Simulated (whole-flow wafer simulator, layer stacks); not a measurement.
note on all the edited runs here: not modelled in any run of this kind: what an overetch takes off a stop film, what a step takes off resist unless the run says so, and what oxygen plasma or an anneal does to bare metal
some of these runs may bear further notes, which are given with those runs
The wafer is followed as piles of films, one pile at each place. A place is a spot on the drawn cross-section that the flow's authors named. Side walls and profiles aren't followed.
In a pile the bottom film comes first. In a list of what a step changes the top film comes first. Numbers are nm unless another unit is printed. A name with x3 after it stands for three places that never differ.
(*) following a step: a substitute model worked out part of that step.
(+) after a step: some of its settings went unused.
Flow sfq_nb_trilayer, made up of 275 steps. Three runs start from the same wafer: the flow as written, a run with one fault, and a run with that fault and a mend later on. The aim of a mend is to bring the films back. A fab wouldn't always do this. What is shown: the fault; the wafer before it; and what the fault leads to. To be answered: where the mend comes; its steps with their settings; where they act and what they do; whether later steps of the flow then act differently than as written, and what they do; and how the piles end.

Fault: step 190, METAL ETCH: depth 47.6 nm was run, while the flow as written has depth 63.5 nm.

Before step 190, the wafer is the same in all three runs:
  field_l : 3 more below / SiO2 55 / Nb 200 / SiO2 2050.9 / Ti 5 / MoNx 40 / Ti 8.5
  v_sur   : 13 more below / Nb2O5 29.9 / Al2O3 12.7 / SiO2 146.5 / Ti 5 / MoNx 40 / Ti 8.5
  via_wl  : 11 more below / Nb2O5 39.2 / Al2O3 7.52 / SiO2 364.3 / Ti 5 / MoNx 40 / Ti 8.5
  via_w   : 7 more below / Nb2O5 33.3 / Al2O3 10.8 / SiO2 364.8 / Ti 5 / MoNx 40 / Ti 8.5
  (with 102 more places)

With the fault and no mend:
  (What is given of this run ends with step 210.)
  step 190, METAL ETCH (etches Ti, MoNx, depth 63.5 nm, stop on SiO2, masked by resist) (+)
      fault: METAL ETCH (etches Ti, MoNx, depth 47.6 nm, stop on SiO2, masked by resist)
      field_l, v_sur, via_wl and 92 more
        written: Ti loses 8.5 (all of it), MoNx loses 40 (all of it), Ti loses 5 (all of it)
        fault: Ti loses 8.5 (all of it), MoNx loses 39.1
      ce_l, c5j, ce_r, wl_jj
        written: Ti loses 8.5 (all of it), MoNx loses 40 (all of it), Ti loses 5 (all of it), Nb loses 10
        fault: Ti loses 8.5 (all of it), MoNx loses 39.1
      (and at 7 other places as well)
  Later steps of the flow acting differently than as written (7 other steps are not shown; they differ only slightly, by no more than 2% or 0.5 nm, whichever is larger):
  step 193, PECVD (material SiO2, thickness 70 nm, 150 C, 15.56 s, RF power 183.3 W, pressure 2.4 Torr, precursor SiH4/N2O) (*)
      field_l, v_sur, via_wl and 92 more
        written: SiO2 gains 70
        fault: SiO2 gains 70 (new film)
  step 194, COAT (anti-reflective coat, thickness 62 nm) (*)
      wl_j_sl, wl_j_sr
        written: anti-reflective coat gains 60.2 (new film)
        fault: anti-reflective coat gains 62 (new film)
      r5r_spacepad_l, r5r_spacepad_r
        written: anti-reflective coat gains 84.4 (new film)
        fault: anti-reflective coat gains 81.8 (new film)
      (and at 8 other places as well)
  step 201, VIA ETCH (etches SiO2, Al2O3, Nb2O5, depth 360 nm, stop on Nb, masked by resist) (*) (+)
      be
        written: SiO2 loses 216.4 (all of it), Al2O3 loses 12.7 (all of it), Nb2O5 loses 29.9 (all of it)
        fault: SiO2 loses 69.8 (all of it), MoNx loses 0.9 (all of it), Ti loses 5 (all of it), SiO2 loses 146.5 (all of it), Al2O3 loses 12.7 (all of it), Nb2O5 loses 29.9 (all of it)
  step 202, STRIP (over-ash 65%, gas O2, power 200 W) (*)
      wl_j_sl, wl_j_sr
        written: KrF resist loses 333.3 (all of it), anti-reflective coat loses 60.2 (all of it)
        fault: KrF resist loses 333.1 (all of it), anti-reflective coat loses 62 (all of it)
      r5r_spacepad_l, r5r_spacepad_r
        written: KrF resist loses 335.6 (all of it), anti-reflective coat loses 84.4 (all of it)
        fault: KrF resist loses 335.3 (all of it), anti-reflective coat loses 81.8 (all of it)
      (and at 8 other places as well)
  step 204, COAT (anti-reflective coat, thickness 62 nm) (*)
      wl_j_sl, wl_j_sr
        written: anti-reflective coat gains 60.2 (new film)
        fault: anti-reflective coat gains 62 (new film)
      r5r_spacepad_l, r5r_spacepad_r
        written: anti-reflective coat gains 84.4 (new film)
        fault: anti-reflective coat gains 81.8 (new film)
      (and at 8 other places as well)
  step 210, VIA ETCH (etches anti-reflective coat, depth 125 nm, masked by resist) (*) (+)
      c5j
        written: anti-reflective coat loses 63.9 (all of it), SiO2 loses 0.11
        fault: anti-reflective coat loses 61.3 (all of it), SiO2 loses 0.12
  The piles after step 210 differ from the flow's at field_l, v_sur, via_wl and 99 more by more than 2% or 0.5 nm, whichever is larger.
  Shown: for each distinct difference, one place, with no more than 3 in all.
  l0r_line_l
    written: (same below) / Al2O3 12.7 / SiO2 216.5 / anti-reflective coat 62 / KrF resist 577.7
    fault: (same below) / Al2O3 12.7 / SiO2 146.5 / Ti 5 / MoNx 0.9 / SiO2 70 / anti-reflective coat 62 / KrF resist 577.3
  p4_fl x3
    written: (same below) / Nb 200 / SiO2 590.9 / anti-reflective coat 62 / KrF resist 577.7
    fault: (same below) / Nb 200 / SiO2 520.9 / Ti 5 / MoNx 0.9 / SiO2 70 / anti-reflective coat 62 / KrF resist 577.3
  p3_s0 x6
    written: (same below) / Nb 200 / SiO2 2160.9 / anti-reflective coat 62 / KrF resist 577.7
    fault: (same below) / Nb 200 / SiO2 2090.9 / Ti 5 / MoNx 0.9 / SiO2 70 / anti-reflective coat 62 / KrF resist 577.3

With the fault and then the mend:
  The mend follows step 190.
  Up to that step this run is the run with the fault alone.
  step 190a, METAL ETCH (etches Ti, MoNx, depth 15.9 nm, stop on SiO2, masked by resist) (+) (the flow's step 190 again, with other settings)
      field_l, v_sur, via_wl and 92 more
        MoNx loses 0.9 (all of it), Ti loses 5 (all of it)
      be_r, r_sur, res, r_end, r5r_line_l, r5r_line_c, r5r_line_r
        KrF resist loses 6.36
      ce_l, c5j, ce_r, wl_jj
        MoNx loses 0.9 (all of it), Ti loses 5 (all of it), Nb loses 10
  None of the later steps of the flow acts differently than as written at any place that is followed.
  At every place that both follow, the piles at the end match the flow's.
